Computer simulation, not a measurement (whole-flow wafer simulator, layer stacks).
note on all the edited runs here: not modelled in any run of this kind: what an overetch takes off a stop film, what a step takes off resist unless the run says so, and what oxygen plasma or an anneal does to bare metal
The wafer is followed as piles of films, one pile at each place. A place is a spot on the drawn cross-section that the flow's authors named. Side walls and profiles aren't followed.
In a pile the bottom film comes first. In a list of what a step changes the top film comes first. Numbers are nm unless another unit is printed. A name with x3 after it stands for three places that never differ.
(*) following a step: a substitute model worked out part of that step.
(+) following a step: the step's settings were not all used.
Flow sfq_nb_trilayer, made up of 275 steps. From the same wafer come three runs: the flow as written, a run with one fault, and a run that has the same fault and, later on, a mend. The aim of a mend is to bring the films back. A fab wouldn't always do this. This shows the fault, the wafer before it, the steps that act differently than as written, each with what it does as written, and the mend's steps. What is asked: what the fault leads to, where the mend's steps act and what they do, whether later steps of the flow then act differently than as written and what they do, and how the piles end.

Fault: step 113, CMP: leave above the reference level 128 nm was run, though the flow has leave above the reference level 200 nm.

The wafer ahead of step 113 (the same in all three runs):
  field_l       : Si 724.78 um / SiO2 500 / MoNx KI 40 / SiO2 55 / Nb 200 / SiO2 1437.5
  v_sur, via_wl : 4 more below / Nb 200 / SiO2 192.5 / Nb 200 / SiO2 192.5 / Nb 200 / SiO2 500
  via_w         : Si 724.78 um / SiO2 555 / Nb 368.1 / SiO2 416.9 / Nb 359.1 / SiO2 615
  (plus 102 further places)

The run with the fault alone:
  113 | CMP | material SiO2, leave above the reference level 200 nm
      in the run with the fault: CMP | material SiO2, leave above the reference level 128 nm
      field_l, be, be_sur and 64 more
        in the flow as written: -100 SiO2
        in the run with the fault: -172 SiO2
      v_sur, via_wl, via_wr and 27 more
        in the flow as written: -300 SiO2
        in the run with the fault: -372 SiO2
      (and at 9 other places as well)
  Later steps of the flow acting differently than as written (3 more steps, not shown, differ only slightly: by at most 2% or 0.5 nm, whichever is larger):
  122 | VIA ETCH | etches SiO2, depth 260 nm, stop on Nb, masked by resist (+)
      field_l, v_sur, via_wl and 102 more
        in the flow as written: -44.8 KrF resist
        in the run with the fault: -33.1 KrF resist
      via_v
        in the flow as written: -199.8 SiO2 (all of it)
        in the run with the fault: -127.8 SiO2 (all of it)
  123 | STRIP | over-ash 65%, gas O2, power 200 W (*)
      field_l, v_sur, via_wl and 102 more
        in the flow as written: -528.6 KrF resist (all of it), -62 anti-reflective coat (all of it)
        in the run with the fault: -540.4 KrF resist (all of it), -62 anti-reflective coat (all of it)
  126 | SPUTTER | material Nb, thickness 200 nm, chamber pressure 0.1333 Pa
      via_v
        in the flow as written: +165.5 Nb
        in the run with the fault: +181.4 Nb
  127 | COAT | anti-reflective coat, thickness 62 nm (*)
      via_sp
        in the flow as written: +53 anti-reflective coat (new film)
        in the run with the fault: +54.5 anti-reflective coat (new film)
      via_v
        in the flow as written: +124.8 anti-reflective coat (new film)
        in the run with the fault: +108.3 anti-reflective coat (new film)
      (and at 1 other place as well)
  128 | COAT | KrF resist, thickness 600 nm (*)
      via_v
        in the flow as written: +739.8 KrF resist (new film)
        in the run with the fault: +680.2 KrF resist (new film)
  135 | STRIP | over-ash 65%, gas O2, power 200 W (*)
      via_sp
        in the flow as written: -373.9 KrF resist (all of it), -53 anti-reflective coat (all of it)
        in the run with the fault: -378.8 KrF resist (all of it), -54.5 anti-reflective coat (all of it)
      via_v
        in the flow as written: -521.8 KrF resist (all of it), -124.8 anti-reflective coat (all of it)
        in the run with the fault: -462.4 KrF resist (all of it), -108.3 anti-reflective coat (all of it)
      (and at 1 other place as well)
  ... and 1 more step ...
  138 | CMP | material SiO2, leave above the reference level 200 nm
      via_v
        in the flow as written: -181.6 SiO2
        in the run with the fault: -157.1 SiO2
  At field_l, v_sur, via_wl and 103 more, the piles at the end differ from the flow's by more than 2% or 0.5 nm, whichever is larger.
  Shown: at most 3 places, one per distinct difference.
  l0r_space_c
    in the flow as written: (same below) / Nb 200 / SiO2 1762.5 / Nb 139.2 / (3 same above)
    in the run with the fault: (same below) / Nb 200 / SiO2 1690.5 / Nb 139.2 / (3 same above)
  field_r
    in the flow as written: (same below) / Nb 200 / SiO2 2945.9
    in the run with the fault: (same below) / Nb 200 / SiO2 2873.9
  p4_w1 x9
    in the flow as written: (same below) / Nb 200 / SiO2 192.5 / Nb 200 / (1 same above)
    in the run with the fault: (same below) / Nb 200 / SiO2 120.5 / Nb 200 / (1 same above)

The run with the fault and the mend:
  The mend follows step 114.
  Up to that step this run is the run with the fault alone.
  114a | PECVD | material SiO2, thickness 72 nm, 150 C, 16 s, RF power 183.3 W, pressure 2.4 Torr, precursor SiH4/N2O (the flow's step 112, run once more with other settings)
      field_l, v_sur, via_wl and 103 more
        +72 SiO2
  Every later step of the flow that is run acts as written at every place that is followed.
  The piles end the same as the flow's at every place that both follow.
